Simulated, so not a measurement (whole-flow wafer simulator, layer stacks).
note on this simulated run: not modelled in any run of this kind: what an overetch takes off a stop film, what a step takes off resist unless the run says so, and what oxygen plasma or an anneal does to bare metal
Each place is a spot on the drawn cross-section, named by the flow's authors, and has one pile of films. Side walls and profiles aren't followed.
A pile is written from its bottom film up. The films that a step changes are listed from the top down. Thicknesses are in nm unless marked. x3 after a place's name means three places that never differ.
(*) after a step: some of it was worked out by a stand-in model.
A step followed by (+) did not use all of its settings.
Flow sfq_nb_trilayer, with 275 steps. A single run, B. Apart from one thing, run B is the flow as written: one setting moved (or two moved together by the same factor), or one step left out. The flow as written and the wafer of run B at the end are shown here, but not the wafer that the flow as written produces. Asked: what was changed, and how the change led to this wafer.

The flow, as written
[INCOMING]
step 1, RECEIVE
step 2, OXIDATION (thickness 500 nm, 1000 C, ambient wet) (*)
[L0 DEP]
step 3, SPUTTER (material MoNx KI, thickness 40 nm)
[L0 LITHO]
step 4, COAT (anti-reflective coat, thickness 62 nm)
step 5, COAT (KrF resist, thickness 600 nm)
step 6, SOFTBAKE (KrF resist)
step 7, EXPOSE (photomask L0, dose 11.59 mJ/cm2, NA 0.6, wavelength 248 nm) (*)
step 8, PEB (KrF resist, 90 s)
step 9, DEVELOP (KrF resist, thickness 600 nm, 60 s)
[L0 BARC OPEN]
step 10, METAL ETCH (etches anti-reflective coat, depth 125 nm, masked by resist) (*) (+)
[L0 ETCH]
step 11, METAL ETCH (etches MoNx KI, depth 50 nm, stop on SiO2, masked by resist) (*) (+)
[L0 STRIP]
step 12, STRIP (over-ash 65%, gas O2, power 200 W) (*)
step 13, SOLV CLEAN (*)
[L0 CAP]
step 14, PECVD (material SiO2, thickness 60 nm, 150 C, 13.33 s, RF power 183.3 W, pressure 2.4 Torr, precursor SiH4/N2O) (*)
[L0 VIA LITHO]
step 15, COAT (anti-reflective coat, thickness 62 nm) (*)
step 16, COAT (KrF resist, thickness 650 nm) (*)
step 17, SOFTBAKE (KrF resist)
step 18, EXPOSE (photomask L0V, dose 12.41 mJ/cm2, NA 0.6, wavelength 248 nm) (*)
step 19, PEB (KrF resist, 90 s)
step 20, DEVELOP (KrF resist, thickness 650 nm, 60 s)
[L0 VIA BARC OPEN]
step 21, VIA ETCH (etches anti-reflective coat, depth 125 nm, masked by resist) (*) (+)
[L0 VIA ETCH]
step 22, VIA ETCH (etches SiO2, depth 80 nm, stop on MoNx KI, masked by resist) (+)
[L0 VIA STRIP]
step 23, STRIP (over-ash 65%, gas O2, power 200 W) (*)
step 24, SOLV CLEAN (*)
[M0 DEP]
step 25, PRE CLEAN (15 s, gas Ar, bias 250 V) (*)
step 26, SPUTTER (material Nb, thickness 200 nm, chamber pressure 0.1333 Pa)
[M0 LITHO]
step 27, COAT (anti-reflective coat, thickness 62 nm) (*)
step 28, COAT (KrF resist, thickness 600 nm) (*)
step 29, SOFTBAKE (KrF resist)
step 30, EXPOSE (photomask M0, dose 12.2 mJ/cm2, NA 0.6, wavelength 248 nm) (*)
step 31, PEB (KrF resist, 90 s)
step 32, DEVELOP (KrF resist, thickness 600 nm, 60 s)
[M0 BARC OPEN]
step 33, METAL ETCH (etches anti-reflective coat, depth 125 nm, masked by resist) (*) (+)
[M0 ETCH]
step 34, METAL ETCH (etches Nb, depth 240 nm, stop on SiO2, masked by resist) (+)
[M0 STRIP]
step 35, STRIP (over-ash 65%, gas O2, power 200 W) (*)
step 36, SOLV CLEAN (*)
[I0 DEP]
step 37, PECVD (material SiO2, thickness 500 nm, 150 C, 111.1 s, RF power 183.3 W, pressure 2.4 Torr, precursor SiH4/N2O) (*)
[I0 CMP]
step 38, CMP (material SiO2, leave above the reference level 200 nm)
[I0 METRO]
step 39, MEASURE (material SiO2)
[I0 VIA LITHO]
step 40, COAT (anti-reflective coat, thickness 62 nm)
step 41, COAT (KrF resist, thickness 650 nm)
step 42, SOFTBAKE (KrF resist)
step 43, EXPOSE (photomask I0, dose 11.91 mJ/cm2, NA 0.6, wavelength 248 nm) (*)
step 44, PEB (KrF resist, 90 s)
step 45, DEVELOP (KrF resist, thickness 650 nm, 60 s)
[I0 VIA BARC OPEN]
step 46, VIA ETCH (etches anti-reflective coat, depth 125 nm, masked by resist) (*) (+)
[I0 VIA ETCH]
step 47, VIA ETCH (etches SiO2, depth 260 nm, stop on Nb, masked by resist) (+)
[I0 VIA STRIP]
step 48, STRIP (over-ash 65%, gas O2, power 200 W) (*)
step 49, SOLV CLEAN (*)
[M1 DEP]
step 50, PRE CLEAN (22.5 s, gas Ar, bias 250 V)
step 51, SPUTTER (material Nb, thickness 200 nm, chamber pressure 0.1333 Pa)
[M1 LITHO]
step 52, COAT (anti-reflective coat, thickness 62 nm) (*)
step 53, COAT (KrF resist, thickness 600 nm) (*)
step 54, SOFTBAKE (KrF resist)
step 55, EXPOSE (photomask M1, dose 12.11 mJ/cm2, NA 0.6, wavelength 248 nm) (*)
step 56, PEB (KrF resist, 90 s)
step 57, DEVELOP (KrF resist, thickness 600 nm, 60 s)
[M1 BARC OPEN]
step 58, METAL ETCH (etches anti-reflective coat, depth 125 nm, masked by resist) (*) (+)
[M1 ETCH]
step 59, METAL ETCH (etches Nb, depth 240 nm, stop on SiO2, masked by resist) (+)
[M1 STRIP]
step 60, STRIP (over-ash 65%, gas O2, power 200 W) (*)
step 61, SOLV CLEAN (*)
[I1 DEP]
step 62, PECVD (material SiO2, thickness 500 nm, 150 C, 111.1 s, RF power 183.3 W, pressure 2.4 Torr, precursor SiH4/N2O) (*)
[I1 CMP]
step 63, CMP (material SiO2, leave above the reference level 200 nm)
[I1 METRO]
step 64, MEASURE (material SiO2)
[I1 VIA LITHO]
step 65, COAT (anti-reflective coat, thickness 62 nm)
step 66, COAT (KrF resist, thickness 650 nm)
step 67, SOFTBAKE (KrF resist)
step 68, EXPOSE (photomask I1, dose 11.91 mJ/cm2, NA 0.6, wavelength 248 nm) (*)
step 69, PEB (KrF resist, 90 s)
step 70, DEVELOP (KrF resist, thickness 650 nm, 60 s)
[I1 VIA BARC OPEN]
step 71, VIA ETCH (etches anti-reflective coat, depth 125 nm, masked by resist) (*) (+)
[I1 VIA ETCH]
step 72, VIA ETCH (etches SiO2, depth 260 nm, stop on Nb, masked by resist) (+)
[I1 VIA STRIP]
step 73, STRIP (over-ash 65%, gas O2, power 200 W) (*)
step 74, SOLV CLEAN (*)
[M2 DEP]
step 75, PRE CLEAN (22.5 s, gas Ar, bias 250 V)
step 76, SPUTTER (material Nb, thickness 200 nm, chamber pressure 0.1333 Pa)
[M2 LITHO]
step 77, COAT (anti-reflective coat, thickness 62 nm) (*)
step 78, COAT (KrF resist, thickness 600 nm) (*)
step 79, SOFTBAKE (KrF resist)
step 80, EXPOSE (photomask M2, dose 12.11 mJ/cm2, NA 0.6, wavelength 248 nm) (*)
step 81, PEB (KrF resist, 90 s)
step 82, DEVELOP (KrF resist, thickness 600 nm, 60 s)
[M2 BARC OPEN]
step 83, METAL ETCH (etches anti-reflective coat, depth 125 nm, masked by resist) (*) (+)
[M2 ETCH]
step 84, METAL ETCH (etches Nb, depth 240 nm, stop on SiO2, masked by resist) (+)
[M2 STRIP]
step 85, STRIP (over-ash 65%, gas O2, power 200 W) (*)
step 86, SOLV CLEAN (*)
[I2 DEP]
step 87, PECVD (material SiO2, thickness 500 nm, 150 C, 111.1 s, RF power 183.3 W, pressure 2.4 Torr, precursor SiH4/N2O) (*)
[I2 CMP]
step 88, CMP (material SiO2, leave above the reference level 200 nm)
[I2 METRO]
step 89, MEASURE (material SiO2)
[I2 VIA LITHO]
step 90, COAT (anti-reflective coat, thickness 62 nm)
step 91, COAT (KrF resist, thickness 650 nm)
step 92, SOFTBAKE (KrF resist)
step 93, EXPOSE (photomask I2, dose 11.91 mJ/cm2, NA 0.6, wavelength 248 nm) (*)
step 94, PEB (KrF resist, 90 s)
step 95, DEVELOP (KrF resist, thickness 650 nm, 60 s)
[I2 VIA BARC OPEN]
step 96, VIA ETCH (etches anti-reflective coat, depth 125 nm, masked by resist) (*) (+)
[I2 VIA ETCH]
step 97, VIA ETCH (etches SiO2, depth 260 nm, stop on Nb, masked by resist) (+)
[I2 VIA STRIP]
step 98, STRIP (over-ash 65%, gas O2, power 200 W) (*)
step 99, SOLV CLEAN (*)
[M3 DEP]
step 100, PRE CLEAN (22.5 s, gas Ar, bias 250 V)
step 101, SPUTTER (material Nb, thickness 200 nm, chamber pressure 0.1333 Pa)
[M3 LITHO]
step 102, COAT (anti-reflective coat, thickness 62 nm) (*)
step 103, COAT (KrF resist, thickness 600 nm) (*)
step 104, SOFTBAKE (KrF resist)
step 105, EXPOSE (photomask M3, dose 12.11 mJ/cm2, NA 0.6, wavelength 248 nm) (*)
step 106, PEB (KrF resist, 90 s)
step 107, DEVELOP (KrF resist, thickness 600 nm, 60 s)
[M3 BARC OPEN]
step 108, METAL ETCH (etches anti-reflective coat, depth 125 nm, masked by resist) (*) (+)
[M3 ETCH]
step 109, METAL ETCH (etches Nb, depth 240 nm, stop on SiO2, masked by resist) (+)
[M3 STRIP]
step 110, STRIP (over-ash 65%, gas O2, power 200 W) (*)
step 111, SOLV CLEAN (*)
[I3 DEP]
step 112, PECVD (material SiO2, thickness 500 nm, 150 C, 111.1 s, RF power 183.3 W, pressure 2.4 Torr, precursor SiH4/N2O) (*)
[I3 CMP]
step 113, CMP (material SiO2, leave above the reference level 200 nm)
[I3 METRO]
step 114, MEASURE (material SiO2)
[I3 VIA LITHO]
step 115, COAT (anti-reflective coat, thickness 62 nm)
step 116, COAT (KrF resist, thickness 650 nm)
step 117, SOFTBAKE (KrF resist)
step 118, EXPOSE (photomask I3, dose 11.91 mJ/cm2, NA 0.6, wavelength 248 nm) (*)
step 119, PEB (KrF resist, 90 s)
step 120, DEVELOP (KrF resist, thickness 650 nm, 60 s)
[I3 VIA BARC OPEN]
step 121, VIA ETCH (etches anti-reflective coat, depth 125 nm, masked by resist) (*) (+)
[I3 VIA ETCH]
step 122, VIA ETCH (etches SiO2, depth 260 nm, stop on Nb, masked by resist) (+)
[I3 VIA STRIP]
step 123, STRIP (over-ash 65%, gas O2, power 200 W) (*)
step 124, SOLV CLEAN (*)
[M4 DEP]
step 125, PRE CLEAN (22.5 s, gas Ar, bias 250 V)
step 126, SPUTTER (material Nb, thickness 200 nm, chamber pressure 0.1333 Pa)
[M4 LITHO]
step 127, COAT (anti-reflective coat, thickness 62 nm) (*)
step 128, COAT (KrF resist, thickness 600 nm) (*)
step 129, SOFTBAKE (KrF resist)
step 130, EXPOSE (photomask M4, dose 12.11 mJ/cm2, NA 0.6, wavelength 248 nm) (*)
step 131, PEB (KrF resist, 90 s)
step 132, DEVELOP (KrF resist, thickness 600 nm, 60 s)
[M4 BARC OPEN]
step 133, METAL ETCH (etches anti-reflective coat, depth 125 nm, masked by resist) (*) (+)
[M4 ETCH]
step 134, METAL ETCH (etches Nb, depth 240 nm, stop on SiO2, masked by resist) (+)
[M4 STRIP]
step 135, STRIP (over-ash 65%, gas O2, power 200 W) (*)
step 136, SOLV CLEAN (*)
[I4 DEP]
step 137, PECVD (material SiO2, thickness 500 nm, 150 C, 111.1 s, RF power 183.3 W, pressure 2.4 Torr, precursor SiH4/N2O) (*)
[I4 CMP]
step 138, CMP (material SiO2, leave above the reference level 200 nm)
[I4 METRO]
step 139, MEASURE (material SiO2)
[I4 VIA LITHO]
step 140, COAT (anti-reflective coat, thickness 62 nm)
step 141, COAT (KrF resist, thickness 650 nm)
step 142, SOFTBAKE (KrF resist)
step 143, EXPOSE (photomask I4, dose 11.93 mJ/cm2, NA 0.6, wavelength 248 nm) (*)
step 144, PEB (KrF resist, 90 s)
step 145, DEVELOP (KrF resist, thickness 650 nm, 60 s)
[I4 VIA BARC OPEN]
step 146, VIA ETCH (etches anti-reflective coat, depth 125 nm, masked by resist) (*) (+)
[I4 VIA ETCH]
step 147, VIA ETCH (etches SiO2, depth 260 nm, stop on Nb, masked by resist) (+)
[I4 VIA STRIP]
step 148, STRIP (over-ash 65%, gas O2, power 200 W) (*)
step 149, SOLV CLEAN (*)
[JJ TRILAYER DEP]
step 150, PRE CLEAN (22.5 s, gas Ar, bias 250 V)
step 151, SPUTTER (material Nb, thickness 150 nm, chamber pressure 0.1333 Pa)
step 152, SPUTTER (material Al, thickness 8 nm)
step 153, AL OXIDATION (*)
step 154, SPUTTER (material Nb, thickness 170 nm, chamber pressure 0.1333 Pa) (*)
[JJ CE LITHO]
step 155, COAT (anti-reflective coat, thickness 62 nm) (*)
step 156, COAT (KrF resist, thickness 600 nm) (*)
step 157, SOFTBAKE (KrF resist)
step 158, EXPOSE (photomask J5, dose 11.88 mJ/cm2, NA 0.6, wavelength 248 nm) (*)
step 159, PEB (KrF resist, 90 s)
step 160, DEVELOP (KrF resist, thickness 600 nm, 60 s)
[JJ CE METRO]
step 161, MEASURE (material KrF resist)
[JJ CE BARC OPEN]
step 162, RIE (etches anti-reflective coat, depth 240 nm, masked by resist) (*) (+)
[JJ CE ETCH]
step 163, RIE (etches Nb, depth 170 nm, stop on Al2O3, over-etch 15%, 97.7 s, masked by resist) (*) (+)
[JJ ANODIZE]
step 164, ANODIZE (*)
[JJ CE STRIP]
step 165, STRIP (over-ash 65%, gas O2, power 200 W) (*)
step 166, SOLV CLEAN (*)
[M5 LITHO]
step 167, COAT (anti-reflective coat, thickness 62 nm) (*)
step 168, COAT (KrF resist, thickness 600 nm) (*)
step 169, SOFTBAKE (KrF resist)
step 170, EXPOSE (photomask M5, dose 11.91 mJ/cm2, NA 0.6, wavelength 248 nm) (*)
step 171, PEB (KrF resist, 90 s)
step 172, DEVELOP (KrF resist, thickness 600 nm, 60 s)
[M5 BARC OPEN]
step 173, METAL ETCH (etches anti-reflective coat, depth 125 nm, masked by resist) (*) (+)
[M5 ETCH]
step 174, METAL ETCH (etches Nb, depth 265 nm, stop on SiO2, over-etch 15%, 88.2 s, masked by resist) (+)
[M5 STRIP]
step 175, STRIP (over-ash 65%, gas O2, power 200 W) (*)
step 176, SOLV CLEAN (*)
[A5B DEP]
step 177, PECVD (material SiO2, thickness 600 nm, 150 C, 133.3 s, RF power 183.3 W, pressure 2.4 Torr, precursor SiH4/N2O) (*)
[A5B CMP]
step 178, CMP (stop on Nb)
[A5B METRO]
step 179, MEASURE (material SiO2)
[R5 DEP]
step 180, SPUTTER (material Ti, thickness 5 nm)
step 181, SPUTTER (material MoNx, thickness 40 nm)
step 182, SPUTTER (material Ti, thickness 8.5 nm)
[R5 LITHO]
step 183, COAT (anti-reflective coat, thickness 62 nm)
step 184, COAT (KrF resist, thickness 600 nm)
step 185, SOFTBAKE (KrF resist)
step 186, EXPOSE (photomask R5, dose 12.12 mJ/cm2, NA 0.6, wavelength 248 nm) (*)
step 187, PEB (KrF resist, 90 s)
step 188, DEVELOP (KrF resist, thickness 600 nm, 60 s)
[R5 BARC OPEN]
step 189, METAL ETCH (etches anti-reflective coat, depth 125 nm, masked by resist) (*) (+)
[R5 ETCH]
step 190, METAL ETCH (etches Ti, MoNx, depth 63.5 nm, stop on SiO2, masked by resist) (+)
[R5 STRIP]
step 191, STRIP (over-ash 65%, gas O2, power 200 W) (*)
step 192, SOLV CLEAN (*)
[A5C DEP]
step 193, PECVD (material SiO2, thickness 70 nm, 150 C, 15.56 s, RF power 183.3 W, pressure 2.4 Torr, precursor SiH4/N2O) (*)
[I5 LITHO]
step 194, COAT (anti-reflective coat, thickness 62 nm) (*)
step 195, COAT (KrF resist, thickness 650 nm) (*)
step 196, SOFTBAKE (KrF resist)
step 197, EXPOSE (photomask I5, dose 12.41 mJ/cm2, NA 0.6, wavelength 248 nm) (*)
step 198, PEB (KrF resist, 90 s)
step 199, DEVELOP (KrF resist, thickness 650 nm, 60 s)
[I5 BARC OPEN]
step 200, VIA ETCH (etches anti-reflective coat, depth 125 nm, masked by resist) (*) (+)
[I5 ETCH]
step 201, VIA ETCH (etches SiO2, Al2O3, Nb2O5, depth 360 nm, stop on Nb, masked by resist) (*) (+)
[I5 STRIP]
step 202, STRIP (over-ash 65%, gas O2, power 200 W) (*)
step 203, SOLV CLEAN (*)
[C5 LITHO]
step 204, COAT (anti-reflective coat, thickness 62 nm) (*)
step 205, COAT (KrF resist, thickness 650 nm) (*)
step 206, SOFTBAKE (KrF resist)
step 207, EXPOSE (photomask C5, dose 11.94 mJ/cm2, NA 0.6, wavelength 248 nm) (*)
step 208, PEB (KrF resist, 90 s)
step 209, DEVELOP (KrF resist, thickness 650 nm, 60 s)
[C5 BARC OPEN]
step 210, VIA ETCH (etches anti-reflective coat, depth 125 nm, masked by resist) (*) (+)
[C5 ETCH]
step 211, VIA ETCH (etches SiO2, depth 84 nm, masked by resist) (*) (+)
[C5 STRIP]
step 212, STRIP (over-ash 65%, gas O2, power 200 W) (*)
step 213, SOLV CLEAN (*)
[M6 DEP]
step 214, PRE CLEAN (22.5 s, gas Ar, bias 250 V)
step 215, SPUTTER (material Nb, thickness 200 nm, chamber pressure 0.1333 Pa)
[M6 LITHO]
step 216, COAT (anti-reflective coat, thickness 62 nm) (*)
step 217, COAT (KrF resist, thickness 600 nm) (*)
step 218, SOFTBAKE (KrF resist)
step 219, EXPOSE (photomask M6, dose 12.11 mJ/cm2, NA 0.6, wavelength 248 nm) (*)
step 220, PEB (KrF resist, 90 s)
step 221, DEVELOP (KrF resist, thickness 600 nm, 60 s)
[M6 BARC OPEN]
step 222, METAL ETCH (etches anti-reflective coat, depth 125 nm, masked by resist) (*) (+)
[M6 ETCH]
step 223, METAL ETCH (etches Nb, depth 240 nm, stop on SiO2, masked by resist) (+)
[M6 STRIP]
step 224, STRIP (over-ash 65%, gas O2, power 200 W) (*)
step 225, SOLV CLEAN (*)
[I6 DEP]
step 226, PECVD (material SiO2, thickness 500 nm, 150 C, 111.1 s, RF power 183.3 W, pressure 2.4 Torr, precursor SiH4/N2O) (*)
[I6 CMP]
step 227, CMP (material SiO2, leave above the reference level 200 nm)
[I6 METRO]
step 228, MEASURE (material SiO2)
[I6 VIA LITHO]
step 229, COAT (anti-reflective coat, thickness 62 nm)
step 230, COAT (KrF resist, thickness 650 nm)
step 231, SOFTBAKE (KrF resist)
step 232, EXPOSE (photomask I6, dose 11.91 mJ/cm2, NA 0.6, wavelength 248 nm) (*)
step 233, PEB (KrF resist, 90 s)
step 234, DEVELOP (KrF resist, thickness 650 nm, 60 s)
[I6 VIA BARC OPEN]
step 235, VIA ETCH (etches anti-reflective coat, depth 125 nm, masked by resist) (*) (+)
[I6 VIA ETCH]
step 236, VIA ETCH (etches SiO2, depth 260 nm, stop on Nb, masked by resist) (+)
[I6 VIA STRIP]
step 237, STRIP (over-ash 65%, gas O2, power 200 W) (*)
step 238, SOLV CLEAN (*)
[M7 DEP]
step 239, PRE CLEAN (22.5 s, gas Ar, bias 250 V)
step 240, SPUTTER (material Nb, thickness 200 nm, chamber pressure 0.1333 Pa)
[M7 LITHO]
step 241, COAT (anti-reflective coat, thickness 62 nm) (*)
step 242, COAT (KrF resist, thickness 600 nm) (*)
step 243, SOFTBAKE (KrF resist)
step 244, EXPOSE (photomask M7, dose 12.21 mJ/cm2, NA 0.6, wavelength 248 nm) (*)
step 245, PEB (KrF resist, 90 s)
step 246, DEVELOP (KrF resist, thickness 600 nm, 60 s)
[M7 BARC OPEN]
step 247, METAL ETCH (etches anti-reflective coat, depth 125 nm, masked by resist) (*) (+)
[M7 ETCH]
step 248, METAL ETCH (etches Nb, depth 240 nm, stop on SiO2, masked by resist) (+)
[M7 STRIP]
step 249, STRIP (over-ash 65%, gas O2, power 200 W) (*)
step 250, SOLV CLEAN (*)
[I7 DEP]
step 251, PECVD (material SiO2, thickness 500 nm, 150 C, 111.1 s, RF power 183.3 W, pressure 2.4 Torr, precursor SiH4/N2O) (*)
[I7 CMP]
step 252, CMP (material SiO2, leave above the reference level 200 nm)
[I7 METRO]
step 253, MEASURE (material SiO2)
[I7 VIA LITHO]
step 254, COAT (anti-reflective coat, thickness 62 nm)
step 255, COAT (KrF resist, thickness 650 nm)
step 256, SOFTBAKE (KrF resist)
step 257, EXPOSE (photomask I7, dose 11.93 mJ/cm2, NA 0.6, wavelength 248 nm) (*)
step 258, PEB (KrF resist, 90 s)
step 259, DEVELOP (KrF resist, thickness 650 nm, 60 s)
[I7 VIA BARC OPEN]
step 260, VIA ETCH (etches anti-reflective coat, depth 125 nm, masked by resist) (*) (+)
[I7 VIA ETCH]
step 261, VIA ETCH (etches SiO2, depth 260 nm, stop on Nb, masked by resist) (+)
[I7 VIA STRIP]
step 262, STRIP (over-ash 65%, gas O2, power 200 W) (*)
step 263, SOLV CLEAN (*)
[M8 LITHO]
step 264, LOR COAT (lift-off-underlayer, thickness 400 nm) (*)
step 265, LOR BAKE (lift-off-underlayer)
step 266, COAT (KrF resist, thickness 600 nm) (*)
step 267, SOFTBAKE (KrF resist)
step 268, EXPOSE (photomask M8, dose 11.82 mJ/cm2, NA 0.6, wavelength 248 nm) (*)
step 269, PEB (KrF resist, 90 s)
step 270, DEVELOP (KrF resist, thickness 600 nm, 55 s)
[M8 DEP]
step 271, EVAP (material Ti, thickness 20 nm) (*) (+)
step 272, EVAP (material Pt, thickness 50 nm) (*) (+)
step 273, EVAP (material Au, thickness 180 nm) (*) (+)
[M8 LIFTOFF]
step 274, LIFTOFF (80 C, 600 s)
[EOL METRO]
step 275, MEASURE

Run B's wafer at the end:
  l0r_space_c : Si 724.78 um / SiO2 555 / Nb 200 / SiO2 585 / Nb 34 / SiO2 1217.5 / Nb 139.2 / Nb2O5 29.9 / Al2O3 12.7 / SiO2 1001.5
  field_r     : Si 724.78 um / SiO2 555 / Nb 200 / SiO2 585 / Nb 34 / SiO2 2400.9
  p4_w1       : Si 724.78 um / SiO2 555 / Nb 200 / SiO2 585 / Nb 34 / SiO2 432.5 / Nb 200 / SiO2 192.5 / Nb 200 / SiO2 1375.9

The reason: step 76, SPUTTER: thickness 274 nm was run, while the flow as written has thickness 200 nm.

Step by step, how the change led to this:
  step 76, SPUTTER (material Nb, thickness 200 nm, chamber pressure 0.1333 Pa)
      field_l, v_sur, via_wl and 102 more: Nb gains 274 (new film) (as written it would have been: Nb gains 200 (new film))
      via_v: Nb gains 240.1 (as written it would have been: Nb gains 174.5)
  step 84, METAL ETCH (etches Nb, depth 240 nm, stop on SiO2, masked by resist) (+)
      field_l, be, be_sur and 81 more: Nb loses 240 (as written it would have been: Nb loses 200 (all of it))
  step 87, PECVD (material SiO2, thickness 500 nm, 150 C, 111.1 s, RF power 183.3 W, pressure 2.4 Torr, precursor SiH4/N2O) (*)
      field_l, be, be_sur and 81 more: SiO2 gains 500 (new film) (as written it would have been: SiO2 gains 500)
      via_v: SiO2 gains 589.9 (new film) (as written it would have been: SiO2 gains 606 (new film))
  step 88, CMP (material SiO2, leave above the reference level 200 nm)
      field_l, be, be_sur and 81 more: SiO2 loses 60 (as written it would have been: SiO2 loses 100)
      via_v: SiO2 loses 157.1 (as written it would have been: SiO2 loses 181.6)
Taking metal films that touch as one body, l0r_space_c has 3 bodies (between them, from the top down: SiO2 1217.5; SiO2 585); the flow as written gives 2 bodies (between them, from the top down: SiO2 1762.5).
Taking metal films that touch as one body, field_r has 2 bodies (between them, from the top down: SiO2 585); the flow as written gives 1 body.
Taking metal films that touch as one body, p4_w1 has 4 bodies (between them, from the top down: SiO2 192.5; SiO2 432.5; SiO2 585); the flow as written gives 3 bodies (between them, from the top down: SiO2 192.5; SiO2 977.5).
